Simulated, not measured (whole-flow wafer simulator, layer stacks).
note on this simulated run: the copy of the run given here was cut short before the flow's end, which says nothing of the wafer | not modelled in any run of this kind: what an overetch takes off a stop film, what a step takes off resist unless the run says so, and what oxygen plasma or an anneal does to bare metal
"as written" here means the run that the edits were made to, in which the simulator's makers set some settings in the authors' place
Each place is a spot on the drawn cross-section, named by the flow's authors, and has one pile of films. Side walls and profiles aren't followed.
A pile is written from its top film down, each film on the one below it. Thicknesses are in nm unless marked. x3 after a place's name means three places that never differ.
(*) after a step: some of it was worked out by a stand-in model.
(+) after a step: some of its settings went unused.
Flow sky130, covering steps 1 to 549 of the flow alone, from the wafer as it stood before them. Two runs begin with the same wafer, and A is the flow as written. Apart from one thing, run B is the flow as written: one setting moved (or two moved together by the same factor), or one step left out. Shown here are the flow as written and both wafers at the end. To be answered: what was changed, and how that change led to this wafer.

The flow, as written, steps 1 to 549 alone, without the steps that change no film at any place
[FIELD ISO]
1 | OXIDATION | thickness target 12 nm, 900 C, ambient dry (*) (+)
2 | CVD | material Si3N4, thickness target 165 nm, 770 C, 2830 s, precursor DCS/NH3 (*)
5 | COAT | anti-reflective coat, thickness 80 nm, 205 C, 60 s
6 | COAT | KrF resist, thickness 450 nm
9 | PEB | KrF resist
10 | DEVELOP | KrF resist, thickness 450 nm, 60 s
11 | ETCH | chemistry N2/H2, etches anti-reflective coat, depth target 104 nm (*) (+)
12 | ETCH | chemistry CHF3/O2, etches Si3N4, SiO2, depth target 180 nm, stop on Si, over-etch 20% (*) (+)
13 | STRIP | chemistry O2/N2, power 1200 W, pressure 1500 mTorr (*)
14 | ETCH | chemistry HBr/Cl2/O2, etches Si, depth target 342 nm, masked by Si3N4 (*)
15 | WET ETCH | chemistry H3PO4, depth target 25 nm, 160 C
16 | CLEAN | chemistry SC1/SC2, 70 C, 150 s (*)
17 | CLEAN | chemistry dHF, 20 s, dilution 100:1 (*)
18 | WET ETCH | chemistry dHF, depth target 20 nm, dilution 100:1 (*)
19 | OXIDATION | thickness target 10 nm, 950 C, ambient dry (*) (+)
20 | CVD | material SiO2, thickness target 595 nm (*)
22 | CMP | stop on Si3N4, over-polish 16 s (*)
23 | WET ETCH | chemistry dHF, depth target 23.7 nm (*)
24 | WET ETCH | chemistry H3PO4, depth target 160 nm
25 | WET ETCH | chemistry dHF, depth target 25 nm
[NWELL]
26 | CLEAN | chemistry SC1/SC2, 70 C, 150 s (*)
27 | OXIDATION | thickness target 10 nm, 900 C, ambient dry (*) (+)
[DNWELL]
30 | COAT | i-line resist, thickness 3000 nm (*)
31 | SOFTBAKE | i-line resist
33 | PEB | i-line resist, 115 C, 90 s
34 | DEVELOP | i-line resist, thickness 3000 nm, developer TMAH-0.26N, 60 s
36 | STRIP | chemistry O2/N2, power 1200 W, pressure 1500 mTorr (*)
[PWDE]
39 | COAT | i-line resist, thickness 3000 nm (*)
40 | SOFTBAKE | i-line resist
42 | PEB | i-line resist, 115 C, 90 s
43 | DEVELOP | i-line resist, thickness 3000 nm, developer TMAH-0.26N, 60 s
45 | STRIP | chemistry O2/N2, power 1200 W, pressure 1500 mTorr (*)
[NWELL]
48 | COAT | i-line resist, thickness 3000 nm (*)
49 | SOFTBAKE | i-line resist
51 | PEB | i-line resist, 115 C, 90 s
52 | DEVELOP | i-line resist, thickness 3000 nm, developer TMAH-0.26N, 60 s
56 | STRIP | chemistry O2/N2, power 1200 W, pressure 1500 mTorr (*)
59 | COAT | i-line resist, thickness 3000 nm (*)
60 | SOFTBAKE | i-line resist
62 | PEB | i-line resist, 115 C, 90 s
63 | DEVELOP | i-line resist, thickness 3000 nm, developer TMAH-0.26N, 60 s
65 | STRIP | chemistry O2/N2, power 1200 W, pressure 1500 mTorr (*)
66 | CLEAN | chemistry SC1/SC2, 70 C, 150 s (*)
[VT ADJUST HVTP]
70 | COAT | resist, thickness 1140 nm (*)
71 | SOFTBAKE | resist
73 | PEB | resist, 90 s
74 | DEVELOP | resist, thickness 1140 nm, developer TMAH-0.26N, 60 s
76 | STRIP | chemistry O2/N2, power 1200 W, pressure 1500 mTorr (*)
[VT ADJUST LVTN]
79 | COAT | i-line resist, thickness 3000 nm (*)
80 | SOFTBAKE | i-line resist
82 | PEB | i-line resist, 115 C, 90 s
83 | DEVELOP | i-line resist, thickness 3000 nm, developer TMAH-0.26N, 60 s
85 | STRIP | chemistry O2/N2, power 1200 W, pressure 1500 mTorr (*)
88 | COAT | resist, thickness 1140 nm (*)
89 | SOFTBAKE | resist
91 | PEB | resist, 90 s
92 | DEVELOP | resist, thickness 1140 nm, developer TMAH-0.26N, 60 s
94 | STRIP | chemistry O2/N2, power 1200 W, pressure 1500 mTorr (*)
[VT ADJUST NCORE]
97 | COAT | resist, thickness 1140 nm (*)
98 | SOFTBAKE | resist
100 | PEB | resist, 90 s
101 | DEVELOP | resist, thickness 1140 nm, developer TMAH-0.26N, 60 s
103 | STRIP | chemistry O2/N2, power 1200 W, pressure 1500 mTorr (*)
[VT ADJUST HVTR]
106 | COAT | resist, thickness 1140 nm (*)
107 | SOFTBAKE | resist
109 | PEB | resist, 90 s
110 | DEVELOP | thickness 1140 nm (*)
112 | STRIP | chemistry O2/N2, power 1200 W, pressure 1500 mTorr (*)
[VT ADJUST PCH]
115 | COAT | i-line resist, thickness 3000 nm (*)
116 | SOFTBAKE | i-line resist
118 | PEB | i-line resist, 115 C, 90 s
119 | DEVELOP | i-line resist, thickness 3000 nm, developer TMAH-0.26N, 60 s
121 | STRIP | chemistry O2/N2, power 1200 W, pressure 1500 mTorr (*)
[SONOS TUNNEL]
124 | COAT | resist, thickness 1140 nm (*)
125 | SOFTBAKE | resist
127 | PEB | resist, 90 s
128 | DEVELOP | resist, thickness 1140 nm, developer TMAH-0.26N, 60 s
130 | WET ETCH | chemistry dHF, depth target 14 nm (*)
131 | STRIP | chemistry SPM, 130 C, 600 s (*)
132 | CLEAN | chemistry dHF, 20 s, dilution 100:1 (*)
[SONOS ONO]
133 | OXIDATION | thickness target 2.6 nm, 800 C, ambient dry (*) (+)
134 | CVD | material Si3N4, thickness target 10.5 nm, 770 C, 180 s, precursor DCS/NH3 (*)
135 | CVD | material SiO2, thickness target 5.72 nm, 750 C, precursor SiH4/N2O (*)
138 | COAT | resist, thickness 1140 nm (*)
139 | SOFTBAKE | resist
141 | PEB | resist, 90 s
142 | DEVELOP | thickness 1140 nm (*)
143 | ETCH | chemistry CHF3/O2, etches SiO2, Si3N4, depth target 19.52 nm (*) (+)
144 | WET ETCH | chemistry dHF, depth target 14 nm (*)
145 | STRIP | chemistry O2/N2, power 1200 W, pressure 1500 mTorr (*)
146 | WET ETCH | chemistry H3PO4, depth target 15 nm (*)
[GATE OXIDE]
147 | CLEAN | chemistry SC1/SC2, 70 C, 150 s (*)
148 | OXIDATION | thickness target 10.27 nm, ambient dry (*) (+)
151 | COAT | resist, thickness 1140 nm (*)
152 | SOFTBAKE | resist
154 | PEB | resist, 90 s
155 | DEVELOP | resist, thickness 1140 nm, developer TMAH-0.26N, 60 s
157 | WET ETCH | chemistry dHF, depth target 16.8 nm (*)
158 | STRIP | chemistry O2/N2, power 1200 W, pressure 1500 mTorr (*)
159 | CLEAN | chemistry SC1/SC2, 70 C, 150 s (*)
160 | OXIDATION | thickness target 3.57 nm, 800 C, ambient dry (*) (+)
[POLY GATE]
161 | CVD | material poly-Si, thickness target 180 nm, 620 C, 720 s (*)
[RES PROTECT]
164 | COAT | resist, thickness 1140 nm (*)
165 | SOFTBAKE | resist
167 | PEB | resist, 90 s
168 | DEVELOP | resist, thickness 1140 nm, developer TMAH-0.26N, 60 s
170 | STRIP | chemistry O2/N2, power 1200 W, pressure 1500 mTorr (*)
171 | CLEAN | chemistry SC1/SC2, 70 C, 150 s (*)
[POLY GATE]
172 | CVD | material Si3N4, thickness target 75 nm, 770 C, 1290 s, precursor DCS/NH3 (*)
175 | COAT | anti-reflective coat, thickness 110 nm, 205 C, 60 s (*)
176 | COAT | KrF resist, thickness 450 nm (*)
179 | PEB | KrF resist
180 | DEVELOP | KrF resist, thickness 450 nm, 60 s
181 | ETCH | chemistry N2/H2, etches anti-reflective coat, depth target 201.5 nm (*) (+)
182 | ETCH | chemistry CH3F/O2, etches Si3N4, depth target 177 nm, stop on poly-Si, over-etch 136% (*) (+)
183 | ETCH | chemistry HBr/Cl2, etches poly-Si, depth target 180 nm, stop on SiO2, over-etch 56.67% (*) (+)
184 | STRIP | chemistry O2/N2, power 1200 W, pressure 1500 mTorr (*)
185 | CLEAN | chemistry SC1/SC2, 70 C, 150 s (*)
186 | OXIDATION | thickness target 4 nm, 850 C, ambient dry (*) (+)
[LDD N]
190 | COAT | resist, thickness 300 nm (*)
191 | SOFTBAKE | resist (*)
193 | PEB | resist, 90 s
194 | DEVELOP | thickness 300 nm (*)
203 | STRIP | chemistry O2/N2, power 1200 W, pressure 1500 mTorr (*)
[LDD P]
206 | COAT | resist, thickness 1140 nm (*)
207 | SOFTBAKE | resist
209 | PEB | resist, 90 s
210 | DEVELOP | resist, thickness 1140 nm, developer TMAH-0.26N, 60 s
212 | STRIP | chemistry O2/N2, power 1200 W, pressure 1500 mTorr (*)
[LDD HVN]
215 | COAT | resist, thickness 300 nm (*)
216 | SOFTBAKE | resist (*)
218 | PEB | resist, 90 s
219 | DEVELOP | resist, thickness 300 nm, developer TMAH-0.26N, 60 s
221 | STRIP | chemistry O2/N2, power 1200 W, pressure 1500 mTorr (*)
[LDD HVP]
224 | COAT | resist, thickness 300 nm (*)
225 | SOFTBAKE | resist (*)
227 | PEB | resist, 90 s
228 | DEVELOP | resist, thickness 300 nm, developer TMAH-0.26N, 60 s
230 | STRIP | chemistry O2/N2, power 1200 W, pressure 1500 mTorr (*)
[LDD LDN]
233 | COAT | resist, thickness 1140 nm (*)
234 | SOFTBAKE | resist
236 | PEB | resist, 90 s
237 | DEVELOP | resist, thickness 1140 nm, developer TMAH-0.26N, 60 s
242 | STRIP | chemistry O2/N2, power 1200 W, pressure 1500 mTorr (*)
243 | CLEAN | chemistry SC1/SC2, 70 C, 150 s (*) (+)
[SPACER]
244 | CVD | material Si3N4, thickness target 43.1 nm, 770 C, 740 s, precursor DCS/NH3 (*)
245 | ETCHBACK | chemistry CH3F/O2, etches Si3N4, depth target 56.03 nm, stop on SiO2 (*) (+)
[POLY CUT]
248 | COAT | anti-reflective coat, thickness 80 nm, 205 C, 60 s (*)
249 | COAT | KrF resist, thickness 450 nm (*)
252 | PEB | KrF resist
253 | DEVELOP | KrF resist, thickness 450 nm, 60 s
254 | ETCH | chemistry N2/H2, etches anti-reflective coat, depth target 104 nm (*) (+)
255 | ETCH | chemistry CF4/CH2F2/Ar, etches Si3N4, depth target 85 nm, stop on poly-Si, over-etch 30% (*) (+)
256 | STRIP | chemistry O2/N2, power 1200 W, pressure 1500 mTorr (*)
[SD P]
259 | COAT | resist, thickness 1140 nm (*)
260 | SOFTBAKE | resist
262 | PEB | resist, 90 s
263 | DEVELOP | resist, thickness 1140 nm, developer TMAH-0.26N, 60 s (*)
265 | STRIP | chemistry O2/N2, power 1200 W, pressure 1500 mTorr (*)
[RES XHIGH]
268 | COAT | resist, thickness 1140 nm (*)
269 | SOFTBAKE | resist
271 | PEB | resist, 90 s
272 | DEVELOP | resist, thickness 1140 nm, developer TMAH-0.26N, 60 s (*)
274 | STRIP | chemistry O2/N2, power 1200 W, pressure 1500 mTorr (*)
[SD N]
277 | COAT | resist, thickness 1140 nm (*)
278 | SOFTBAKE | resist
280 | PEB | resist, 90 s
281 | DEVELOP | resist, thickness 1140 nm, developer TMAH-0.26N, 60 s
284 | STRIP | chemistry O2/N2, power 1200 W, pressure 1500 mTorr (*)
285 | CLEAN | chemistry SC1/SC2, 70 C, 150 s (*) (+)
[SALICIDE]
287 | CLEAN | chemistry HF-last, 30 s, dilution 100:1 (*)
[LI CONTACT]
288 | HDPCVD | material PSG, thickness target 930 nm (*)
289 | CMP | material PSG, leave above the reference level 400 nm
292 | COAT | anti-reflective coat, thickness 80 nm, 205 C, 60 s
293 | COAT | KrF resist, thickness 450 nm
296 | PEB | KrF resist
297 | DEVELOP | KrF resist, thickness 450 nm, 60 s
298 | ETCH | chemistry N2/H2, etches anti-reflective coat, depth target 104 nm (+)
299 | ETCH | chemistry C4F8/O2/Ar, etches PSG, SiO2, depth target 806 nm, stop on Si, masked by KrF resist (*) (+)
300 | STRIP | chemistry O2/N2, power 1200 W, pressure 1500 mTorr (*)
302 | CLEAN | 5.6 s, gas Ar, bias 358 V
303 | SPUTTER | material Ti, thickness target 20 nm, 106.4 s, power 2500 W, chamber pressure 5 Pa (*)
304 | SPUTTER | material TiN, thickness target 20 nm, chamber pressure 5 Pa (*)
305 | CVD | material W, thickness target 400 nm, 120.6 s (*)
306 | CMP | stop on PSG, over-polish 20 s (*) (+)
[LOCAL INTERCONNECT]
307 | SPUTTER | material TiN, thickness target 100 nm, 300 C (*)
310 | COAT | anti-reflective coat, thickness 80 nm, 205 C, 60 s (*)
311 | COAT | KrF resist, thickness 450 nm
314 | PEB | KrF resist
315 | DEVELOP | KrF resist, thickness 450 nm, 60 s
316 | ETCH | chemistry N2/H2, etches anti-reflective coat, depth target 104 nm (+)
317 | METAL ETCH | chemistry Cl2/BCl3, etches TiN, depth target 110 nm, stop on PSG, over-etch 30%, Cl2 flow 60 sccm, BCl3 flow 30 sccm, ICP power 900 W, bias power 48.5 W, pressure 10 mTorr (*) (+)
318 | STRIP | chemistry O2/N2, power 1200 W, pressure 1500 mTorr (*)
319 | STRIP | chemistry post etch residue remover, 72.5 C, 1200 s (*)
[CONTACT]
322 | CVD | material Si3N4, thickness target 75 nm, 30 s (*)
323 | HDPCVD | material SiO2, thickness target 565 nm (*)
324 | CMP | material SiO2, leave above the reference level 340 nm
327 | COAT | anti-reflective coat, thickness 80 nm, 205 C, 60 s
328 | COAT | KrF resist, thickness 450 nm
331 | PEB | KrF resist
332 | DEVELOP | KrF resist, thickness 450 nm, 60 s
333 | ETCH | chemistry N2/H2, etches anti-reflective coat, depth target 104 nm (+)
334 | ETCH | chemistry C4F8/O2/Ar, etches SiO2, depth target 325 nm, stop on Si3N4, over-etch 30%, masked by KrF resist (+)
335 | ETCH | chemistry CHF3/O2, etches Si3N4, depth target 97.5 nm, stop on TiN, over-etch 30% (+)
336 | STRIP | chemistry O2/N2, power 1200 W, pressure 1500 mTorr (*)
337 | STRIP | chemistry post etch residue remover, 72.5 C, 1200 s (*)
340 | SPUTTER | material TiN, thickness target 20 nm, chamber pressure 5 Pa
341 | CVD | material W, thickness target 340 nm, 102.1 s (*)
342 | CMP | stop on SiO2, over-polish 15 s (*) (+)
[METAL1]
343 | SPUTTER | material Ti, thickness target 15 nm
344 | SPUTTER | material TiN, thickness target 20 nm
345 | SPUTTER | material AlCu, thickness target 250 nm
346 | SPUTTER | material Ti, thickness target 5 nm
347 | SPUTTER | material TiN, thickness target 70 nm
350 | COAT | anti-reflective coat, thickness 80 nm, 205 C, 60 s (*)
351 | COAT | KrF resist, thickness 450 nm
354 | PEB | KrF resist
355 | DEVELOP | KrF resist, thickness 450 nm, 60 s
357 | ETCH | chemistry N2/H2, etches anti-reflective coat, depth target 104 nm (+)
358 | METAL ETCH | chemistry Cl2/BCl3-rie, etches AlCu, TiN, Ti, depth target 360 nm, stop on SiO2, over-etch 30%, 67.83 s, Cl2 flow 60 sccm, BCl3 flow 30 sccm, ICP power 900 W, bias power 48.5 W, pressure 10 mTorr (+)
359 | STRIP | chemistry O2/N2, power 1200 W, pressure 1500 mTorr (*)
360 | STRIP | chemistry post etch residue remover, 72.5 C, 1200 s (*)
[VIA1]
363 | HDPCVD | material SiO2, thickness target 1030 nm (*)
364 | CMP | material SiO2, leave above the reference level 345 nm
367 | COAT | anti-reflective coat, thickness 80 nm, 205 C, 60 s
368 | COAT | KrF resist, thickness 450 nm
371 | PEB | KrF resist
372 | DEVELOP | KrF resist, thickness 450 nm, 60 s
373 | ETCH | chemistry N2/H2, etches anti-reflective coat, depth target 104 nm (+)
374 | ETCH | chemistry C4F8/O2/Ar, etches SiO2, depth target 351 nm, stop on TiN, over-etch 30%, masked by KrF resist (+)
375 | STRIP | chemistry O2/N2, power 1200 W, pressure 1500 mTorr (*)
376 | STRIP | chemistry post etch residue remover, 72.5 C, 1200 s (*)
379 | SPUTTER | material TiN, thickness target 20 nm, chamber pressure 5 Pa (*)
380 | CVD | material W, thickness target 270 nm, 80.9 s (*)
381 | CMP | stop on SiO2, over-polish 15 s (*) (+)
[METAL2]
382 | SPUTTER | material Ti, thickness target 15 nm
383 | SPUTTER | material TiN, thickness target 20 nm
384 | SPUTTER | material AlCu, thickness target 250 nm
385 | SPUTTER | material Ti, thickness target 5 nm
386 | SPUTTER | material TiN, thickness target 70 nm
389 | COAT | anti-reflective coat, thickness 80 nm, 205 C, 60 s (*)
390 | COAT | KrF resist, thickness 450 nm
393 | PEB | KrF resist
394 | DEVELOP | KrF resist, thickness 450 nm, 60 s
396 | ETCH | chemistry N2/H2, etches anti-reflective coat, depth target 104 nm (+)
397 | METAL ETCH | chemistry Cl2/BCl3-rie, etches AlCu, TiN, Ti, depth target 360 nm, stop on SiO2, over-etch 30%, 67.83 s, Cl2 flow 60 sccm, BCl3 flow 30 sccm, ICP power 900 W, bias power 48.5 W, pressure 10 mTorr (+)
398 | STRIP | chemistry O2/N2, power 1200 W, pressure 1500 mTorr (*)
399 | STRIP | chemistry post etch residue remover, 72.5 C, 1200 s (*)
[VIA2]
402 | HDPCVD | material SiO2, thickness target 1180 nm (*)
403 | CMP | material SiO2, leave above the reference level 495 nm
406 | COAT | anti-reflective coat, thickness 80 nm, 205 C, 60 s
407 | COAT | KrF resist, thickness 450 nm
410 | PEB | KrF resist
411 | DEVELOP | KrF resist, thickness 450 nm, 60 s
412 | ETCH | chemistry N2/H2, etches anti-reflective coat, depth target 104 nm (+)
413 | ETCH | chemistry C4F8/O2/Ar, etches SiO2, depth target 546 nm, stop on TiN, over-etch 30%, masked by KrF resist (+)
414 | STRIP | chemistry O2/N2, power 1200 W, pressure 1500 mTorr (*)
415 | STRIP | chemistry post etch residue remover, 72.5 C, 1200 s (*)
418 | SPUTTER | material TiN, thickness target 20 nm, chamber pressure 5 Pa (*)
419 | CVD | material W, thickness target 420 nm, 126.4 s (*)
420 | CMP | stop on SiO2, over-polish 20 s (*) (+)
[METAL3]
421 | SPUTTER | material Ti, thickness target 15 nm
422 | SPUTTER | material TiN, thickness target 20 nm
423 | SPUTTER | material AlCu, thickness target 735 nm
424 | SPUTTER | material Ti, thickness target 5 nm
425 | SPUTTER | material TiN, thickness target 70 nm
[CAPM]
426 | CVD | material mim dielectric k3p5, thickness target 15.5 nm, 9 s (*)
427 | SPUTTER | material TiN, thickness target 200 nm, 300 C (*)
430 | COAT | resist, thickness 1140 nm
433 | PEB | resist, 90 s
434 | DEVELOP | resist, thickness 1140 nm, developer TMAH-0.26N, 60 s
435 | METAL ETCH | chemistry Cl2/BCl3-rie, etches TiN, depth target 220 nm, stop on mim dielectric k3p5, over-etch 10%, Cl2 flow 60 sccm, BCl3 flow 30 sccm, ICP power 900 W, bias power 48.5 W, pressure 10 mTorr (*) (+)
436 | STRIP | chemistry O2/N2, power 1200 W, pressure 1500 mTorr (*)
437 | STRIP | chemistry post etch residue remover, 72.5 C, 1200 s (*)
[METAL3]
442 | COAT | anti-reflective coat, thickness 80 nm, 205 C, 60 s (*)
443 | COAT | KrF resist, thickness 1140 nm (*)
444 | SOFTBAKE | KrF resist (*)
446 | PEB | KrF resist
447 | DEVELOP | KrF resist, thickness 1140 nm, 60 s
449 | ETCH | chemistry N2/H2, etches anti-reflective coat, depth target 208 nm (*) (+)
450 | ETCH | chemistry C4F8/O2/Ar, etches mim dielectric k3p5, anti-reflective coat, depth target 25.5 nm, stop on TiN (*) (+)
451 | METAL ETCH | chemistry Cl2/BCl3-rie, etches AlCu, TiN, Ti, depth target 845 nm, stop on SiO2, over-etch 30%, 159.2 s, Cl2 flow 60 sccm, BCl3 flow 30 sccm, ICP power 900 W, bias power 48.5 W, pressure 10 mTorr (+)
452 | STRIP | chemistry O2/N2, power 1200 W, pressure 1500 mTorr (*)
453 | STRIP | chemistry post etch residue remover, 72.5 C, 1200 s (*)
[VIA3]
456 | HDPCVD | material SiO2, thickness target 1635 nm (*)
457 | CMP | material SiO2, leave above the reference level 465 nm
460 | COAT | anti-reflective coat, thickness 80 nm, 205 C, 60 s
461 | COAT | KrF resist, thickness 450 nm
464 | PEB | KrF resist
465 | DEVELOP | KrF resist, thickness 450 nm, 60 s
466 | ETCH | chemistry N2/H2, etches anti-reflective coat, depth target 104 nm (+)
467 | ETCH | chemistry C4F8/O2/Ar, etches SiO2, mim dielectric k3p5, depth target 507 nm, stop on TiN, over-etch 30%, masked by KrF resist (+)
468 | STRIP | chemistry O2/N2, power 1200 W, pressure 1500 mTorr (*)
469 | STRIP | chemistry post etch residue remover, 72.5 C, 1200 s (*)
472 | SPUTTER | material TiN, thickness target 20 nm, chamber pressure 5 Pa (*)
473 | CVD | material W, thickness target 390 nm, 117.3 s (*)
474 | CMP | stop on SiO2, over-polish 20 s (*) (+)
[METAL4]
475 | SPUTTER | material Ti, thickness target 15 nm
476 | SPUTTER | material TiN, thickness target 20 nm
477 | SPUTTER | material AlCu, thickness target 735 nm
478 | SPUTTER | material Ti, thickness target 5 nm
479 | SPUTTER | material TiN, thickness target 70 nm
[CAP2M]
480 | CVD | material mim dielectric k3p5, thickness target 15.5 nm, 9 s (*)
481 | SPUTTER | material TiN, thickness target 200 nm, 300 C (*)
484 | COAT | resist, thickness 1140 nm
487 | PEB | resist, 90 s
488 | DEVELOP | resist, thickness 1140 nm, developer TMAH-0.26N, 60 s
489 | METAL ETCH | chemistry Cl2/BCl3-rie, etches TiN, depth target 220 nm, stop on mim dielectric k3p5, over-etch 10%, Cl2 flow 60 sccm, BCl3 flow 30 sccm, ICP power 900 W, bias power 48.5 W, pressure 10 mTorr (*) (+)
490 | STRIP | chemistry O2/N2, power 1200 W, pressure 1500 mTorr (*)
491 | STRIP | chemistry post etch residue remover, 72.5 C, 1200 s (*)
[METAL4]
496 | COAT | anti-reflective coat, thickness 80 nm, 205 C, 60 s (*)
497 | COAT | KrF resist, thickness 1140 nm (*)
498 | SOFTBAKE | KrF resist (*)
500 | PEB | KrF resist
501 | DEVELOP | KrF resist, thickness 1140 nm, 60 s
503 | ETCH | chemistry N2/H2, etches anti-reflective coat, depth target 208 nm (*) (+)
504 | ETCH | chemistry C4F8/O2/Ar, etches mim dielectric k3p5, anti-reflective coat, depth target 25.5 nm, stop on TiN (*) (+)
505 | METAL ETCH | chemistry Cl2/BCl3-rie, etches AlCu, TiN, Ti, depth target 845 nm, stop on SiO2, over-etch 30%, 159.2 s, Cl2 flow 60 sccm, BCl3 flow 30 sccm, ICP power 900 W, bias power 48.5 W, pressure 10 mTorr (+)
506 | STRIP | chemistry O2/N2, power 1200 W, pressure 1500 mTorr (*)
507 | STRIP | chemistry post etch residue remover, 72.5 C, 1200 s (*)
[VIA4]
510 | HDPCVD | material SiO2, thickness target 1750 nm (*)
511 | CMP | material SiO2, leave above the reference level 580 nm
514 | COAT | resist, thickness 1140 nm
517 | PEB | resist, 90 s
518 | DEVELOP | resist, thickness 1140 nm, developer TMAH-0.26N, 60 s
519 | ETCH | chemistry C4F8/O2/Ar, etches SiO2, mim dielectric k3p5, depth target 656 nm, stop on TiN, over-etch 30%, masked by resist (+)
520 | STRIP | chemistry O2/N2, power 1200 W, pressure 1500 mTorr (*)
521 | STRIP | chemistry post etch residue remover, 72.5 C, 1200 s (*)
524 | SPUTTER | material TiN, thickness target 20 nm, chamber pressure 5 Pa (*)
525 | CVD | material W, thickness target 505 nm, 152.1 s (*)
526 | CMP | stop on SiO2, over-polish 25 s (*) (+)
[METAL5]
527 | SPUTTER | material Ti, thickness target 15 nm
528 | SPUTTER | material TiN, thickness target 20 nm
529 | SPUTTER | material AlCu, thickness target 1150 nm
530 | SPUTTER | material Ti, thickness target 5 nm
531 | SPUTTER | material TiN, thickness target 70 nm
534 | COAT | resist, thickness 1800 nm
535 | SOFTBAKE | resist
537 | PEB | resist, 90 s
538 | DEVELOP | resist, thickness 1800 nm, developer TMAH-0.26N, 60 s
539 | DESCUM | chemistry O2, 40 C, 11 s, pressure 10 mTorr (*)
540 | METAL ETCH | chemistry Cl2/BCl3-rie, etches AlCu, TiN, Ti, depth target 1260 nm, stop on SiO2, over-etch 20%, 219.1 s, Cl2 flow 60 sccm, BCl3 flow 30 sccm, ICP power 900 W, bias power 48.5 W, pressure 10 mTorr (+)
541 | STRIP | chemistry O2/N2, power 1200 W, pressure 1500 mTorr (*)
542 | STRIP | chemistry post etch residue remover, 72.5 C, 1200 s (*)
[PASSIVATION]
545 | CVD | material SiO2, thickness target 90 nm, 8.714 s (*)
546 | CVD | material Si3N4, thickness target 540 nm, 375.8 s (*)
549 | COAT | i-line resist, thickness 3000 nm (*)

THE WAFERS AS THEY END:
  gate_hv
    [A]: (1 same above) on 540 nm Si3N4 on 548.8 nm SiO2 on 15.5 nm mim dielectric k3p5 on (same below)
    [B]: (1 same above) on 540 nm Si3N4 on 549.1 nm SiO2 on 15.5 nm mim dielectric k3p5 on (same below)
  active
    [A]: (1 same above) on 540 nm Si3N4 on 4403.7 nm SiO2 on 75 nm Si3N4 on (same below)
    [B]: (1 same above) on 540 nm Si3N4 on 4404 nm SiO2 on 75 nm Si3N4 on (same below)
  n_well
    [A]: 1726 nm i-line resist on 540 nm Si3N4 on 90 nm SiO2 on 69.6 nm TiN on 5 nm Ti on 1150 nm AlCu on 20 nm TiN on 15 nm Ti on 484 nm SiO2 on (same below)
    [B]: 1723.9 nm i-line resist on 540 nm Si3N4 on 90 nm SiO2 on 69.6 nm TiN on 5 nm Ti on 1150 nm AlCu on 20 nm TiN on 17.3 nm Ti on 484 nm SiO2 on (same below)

Cause: step 527, SPUTTER: thickness target 17.3 nm was run, while the flow as written has thickness target 15 nm.
The wafer lets one read it off: n_well has Ti 17.3, and step 527 as written asks for 15 nm.

How this came from the change, step by step:
  527 | SPUTTER | material Ti, thickness target 15 nm
      field, active, n_well and 190 more: A +15 Ti (new film) | B +17.3 Ti (new film)
  540 | METAL ETCH | chemistry Cl2/BCl3-rie, etches AlCu, TiN, Ti, depth target 1260 nm, stop on SiO2, over-etch 20%, 219.1 s, Cl2 flow 60 sccm, BCl3 flow 30 sccm, ICP power 900 W, bias power 48.5 W, pressure 10 mTorr (+)
      field, active, gate and 175 more: A -70 TiN (all of it), -5 Ti (all of it), -1150 AlCu (all of it), -20 TiN (all of it), -15 Ti (all of it), -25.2 SiO2 | B -70 TiN (all of it), -5 Ti (all of it), -1150 AlCu (all of it), -20 TiN (all of it), -17.3 Ti (all of it), -25 SiO2
